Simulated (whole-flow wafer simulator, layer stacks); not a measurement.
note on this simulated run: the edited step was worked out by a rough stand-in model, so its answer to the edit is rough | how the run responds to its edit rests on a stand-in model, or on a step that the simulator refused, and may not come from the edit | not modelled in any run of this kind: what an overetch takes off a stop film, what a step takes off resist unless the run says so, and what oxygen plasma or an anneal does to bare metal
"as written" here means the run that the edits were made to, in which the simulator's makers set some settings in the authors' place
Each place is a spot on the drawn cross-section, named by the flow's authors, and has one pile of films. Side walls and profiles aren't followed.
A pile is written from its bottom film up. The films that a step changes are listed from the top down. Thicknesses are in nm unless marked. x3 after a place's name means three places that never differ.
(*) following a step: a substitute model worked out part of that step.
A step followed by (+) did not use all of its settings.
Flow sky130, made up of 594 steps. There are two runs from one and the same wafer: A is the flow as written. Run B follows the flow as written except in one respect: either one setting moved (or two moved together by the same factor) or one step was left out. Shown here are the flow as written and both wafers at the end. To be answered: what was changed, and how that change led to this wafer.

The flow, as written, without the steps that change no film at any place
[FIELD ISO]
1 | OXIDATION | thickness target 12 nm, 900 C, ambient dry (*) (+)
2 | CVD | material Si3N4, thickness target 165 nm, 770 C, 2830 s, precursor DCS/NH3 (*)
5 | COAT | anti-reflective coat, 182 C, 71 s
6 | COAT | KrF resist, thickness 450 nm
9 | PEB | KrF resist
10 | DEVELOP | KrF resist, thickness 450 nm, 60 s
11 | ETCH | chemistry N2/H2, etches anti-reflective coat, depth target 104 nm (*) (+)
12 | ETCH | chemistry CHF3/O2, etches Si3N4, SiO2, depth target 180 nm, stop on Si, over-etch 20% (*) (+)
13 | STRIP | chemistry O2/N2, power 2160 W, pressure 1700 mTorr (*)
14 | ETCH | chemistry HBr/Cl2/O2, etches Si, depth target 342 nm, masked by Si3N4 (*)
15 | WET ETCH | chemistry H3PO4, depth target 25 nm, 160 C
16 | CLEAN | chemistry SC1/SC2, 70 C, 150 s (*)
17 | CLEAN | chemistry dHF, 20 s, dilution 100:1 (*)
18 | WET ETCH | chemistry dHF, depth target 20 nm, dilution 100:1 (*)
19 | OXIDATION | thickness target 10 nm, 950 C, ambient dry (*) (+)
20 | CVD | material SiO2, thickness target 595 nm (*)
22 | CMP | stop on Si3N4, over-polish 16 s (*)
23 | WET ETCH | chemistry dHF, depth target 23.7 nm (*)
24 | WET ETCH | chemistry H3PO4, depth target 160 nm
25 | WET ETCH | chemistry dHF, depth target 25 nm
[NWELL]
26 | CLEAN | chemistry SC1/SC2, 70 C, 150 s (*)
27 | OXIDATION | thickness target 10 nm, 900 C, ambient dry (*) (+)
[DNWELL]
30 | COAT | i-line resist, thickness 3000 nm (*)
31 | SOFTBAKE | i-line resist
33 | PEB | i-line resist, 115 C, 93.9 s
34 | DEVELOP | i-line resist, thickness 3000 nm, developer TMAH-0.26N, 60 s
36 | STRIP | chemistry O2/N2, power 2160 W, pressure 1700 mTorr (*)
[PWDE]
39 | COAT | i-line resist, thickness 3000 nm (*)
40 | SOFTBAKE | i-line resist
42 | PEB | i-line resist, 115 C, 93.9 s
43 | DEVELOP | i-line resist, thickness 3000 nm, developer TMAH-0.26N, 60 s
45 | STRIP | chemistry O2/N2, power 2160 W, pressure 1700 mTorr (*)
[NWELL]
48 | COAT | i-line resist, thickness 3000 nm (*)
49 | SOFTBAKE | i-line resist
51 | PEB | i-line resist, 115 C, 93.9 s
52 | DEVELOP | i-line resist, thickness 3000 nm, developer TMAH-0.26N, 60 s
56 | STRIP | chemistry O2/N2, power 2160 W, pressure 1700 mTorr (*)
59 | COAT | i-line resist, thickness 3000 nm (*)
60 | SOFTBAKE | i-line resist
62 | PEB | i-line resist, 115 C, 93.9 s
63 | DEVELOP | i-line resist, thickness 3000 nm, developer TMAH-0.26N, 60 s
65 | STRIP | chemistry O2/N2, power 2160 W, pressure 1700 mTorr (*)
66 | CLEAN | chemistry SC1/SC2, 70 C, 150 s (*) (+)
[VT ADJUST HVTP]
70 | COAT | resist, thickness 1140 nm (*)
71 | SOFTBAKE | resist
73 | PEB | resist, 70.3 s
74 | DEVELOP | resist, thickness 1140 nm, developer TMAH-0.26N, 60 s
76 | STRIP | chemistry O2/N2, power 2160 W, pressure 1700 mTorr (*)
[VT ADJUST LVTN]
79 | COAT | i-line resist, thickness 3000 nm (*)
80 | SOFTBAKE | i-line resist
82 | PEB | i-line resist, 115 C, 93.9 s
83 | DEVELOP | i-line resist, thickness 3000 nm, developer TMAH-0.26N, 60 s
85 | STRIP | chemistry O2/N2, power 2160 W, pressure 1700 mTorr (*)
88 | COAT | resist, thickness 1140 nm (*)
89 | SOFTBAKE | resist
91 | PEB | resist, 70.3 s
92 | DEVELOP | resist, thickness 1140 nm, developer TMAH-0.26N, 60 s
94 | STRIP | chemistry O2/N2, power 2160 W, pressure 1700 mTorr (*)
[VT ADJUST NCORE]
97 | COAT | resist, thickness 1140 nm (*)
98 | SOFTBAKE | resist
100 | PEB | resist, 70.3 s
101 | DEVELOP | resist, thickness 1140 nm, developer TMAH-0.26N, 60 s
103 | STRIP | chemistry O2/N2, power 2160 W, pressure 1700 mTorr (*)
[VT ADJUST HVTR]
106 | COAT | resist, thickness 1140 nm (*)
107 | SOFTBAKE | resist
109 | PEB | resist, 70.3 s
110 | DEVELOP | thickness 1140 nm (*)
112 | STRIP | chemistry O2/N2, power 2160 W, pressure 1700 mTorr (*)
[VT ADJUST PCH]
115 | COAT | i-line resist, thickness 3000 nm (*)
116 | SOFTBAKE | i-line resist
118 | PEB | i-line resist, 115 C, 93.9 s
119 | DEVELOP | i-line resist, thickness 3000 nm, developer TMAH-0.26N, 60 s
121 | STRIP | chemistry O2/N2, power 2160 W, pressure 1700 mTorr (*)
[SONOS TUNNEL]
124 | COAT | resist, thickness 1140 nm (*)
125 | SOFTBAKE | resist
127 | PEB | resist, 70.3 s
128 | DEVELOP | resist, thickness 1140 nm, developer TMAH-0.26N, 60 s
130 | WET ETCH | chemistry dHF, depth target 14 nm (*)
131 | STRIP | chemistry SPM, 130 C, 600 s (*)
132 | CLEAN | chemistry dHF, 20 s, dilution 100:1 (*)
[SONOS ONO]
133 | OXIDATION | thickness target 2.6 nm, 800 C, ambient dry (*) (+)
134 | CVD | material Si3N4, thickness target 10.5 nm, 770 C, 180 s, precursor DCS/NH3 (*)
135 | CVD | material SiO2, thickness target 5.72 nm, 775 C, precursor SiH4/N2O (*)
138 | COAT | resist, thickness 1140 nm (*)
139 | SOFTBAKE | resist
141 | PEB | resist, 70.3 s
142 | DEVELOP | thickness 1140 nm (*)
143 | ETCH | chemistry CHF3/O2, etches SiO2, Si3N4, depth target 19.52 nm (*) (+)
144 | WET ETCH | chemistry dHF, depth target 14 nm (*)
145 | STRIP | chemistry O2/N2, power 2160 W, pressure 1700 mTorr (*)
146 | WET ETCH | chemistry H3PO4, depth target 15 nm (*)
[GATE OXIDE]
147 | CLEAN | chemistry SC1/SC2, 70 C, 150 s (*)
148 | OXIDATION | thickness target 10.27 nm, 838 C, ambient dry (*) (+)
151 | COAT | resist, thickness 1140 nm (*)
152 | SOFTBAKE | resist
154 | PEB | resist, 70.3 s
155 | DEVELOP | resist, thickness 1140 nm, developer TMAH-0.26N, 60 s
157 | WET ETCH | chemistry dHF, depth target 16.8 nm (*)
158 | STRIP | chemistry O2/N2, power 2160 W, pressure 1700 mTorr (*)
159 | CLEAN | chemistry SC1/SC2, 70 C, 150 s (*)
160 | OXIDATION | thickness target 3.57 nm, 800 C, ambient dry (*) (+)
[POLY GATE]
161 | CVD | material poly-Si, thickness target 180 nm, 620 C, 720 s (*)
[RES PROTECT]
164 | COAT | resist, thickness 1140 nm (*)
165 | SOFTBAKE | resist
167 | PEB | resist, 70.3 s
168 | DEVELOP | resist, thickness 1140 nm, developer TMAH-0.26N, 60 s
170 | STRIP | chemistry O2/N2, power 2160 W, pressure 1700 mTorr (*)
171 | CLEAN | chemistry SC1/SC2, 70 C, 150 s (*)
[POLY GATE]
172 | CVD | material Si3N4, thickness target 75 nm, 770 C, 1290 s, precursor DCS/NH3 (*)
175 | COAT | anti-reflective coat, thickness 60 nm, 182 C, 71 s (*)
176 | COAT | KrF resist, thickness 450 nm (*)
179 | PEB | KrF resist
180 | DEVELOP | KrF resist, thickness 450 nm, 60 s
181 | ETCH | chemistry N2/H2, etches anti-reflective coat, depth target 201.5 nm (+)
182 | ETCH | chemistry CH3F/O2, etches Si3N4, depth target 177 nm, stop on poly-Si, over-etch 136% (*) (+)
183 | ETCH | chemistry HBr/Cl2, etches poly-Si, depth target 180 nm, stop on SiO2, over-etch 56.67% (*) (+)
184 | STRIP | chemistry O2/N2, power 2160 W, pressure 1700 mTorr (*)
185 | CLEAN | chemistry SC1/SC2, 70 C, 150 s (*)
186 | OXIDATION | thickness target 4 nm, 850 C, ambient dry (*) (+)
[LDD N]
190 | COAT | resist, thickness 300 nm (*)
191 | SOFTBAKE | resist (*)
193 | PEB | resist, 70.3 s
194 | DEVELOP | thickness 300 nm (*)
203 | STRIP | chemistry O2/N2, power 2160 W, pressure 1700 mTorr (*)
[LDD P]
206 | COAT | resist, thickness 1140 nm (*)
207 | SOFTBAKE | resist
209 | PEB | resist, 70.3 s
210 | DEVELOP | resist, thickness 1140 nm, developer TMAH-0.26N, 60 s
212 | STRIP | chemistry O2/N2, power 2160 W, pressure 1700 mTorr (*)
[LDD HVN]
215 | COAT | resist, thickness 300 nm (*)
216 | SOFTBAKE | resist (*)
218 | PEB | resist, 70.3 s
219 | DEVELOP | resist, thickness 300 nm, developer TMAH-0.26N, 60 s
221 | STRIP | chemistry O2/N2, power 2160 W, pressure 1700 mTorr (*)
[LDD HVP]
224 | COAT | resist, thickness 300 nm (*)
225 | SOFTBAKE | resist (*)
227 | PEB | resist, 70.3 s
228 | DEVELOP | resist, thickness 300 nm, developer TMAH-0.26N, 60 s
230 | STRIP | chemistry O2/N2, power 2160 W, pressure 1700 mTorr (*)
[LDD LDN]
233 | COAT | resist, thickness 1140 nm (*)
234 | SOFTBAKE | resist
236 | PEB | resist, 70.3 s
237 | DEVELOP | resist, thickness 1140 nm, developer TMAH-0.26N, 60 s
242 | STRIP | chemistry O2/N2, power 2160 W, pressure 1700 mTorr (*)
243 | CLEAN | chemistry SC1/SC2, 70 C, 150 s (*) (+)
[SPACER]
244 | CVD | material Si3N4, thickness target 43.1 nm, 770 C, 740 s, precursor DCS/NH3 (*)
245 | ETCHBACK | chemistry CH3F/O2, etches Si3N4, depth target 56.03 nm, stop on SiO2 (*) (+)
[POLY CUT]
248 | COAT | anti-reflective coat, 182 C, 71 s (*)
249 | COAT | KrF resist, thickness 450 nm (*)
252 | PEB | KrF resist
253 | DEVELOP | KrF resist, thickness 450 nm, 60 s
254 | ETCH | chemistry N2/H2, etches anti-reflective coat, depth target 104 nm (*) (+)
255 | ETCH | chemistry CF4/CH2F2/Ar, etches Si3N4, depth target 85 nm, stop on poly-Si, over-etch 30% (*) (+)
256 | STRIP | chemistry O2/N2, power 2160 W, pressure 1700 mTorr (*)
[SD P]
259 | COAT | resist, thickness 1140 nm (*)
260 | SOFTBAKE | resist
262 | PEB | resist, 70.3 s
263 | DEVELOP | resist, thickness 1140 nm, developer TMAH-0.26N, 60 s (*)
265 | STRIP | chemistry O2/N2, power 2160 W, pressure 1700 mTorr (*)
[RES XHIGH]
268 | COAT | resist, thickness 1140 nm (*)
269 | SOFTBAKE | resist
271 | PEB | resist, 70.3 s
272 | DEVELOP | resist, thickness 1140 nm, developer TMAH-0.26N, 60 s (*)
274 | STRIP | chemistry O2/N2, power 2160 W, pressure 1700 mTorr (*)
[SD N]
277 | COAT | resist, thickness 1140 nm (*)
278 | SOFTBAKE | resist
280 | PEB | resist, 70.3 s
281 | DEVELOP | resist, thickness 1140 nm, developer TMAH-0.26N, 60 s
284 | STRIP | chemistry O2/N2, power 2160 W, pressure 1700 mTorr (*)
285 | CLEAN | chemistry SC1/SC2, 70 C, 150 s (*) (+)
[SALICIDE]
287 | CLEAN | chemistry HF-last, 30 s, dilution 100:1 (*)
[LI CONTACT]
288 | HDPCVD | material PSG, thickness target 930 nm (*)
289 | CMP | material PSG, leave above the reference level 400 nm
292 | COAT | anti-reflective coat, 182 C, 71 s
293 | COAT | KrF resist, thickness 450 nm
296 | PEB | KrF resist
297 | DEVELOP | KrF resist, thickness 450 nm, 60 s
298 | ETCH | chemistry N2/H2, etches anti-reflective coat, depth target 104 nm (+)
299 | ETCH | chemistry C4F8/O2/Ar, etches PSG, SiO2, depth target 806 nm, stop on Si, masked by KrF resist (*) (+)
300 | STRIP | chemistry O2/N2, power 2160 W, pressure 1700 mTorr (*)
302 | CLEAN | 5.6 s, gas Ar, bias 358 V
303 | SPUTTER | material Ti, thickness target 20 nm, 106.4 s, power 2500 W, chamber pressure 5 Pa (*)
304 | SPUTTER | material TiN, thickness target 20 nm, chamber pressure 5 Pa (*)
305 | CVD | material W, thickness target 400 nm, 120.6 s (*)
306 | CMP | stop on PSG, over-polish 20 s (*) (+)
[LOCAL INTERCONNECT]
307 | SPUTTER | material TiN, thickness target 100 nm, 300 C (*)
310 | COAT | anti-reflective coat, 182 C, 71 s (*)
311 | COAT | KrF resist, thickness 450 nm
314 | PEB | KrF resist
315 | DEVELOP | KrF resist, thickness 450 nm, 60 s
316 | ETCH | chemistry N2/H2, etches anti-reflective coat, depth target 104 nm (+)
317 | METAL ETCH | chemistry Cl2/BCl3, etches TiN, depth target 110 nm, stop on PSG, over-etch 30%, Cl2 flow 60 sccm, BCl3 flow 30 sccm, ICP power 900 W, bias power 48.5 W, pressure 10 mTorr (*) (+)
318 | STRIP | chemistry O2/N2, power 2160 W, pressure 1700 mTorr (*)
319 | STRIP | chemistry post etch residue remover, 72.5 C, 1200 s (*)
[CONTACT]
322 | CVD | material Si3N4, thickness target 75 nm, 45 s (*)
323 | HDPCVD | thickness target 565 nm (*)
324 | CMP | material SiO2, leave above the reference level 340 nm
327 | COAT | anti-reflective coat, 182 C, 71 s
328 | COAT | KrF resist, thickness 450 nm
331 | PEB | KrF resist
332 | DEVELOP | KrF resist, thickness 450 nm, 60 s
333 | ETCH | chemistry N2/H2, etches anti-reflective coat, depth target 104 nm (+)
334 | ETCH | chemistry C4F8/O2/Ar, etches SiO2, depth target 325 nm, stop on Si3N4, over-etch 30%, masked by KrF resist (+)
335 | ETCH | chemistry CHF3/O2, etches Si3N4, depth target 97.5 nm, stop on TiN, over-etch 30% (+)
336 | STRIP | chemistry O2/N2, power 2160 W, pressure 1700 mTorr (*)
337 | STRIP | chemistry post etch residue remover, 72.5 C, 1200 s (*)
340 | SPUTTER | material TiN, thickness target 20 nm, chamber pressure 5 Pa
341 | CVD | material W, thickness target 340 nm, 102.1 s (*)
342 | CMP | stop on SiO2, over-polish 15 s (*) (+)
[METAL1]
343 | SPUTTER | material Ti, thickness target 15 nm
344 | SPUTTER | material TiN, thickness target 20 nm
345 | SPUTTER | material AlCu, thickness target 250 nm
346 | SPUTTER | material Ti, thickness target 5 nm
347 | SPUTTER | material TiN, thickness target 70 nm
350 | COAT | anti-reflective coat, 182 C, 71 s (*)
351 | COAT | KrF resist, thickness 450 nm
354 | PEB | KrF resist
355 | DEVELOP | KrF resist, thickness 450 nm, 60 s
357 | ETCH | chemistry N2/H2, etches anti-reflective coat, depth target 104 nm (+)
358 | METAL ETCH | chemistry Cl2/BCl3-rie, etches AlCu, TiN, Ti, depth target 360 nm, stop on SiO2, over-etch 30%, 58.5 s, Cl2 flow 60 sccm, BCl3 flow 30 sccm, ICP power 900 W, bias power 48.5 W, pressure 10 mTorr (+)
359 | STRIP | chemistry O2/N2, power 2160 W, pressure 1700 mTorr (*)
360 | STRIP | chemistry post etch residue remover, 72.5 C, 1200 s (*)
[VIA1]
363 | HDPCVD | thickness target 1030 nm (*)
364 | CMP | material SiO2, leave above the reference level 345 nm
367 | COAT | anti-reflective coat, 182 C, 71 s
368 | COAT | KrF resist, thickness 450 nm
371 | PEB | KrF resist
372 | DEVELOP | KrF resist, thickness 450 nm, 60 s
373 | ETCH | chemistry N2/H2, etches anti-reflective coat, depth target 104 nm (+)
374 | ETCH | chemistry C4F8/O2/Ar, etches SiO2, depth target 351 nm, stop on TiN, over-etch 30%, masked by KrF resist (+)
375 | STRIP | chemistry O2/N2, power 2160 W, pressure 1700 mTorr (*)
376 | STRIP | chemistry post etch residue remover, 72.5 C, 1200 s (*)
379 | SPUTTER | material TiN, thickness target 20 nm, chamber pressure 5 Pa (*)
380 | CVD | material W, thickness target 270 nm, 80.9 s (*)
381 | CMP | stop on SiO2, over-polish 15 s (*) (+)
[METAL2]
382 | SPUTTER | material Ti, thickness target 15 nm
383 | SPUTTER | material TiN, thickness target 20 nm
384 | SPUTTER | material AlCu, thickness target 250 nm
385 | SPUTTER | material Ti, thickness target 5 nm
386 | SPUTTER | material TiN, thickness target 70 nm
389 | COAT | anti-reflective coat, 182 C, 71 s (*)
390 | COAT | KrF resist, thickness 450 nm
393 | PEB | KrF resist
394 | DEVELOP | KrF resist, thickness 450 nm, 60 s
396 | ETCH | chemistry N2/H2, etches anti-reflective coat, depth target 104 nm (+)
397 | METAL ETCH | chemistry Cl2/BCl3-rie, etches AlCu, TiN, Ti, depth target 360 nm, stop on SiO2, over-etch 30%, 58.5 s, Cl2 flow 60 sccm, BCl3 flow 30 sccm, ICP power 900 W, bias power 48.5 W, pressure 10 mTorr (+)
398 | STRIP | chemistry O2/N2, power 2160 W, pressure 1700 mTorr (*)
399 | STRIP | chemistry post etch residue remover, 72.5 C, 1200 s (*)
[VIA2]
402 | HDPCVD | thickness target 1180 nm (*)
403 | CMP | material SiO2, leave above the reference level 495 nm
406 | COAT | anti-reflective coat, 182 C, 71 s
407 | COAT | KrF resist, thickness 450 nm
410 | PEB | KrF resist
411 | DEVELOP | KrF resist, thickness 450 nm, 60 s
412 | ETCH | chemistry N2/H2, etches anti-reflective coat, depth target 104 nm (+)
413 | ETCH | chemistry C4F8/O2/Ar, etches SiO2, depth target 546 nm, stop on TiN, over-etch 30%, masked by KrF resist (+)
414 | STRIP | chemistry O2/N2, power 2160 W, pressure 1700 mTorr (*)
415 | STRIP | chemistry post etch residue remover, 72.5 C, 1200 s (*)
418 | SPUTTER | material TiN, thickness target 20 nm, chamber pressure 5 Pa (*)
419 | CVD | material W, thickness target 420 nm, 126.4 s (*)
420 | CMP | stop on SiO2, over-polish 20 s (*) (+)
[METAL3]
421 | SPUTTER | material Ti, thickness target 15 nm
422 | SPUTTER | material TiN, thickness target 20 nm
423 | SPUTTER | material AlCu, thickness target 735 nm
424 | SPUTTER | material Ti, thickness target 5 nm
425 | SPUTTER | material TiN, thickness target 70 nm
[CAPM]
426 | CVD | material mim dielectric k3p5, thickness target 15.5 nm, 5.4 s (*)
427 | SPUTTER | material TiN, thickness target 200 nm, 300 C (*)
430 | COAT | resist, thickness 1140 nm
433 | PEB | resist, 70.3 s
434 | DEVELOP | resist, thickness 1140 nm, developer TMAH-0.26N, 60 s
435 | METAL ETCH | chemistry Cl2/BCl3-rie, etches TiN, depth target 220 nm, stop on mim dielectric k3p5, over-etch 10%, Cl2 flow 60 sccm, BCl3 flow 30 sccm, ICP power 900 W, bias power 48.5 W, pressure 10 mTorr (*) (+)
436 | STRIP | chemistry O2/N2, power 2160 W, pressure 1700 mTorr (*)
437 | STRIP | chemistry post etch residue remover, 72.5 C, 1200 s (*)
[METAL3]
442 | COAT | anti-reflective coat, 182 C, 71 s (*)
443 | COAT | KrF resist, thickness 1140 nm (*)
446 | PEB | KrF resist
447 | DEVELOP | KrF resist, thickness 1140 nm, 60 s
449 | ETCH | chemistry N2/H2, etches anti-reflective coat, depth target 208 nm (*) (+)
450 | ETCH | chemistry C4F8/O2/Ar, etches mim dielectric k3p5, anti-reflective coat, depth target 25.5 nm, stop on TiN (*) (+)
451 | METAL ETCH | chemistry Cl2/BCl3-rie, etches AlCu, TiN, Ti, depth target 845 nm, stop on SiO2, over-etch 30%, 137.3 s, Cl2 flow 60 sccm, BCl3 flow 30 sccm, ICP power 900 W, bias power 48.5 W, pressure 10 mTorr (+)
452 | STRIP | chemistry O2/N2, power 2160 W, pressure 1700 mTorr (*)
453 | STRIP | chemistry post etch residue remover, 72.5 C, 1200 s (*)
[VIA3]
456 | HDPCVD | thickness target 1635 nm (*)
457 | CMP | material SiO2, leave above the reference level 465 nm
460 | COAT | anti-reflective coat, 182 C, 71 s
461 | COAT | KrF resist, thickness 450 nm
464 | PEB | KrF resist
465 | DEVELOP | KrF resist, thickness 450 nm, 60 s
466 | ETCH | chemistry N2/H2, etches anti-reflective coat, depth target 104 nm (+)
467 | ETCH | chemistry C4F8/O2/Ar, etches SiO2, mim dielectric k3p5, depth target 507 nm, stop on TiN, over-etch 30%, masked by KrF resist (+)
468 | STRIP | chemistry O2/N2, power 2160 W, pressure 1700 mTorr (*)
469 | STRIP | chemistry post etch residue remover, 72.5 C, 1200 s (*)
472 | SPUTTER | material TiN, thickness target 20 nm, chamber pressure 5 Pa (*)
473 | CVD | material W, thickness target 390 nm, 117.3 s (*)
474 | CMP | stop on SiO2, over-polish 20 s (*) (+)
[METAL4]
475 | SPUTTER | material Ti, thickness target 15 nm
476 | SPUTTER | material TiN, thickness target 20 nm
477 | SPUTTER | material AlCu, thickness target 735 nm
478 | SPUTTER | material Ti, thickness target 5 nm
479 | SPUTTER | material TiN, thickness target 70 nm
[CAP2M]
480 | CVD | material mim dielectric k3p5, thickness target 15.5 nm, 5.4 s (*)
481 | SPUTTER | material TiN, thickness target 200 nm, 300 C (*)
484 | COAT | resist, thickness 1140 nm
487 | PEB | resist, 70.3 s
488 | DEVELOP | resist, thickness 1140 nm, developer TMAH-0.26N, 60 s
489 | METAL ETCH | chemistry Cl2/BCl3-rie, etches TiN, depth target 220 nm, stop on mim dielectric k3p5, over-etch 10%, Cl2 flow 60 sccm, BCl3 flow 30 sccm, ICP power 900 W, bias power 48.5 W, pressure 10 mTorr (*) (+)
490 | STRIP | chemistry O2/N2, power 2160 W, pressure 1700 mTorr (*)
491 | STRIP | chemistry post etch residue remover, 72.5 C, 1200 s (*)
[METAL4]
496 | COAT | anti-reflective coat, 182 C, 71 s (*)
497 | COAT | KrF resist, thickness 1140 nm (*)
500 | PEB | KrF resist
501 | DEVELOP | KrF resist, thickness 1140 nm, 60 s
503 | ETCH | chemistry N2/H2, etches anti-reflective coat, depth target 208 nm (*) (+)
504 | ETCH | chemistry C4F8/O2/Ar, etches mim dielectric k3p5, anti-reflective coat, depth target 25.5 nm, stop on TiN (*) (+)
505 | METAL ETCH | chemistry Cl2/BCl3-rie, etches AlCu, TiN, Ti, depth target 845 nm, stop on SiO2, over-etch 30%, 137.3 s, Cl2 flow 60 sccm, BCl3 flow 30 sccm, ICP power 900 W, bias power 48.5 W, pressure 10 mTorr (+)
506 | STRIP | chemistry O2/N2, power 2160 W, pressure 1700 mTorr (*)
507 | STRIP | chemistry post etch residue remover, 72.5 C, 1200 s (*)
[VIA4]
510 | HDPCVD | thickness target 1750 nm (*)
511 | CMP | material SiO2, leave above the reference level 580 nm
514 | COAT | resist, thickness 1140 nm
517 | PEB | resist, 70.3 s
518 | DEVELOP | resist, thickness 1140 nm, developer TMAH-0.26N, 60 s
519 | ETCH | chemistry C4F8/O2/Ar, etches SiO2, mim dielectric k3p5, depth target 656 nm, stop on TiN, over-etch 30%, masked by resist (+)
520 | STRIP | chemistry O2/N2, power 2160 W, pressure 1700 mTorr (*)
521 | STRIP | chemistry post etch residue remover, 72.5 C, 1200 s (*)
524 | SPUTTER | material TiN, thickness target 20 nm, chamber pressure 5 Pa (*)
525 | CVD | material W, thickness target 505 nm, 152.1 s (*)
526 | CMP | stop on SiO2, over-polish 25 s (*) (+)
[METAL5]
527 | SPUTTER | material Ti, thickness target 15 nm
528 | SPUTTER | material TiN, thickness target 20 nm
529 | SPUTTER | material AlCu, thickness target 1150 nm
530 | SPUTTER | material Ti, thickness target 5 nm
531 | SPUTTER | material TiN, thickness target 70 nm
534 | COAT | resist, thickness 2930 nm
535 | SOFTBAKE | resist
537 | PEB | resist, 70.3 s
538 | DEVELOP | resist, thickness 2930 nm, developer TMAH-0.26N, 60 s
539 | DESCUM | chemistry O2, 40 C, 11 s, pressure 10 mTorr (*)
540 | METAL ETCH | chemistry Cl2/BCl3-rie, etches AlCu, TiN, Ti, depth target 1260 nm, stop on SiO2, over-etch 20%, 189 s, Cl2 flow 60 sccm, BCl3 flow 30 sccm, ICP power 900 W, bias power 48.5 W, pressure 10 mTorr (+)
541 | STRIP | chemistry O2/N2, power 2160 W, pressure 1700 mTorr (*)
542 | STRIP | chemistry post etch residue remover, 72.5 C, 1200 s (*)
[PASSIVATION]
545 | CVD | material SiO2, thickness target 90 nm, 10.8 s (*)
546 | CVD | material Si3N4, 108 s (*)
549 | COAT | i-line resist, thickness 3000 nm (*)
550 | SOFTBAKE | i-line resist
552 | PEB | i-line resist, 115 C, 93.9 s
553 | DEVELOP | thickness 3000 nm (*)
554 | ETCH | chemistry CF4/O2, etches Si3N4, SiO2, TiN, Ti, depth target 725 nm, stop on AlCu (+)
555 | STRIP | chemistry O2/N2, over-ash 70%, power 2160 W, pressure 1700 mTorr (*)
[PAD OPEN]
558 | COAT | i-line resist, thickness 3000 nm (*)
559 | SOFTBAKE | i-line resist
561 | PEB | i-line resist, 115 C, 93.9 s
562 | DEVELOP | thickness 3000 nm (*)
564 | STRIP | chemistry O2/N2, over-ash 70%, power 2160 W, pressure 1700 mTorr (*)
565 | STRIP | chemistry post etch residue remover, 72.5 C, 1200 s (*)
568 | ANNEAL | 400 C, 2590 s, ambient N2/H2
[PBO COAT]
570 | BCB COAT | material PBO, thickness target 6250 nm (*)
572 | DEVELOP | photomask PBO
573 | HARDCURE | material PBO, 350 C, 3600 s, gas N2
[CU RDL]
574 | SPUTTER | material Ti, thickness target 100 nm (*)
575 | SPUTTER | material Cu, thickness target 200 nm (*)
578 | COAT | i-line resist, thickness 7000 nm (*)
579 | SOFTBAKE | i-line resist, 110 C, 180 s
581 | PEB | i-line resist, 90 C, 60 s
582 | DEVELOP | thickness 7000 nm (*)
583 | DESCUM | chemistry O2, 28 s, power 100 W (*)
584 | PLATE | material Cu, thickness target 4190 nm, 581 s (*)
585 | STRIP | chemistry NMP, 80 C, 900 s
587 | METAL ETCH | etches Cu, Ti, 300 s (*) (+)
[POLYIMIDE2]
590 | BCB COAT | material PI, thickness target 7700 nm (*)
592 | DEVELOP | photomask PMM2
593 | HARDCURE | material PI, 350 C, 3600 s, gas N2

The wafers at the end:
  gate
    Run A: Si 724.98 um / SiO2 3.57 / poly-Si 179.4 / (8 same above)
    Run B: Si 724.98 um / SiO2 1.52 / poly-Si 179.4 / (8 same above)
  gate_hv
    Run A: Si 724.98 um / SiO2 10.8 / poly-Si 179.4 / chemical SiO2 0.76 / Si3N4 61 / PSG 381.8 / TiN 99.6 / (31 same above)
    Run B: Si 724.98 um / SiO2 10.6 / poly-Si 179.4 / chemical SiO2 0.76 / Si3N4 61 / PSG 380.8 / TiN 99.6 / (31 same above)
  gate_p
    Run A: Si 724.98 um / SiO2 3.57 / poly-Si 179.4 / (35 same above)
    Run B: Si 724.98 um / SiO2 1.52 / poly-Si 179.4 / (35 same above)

What caused this: step 160, OXIDATION: thickness target 1.52 nm was run, though the flow has thickness target 3.57 nm.
The wafer lets one read it off: gate has SiO2 1.52, and step 160 as written asks for 3.57 nm.

The path from the change to this, step by step:
  160 | OXIDATION | thickness target 3.57 nm, 800 C, ambient dry (*) (+)
      active, n_well, p_well and 58 more: A SiO2 gains 3.57 (new film), chemical SiO2 loses 0.76 (all of it), Si loses 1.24 | B SiO2 gains 1.52 (new film), chemical SiO2 loses 0.76 (all of it), Si loses 0.34
  186 | OXIDATION | thickness target 4 nm, 850 C, ambient dry (*) (+)
      active, p_well, spacer and 26 more: A SiO2 gains 1.55, Si loses 0.68 | B SiO2 gains 3.38, Si loses 1.49
      ndiff_dn: A SiO2 gains 1.52, Si loses 0.67 | B SiO2 gains 3.15, Si loses 1.39
  248 | COAT | anti-reflective coat, 182 C, 71 s (*)
      gate_p: A anti-reflective coat gains 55 (new film) | B anti-reflective coat gains 56.2 (new film)
  256 | STRIP | chemistry O2/N2, power 2160 W, pressure 1700 mTorr (*)
      gate_p: A KrF resist loses 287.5 (all of it), anti-reflective coat loses 55 (all of it) | B KrF resist loses 287.4 (all of it), anti-reflective coat loses 56.2 (all of it)
  306 | CMP | stop on PSG, over-polish 20 s (*) (+)
      poly_licon: A W loses 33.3 | B W loses 34.5
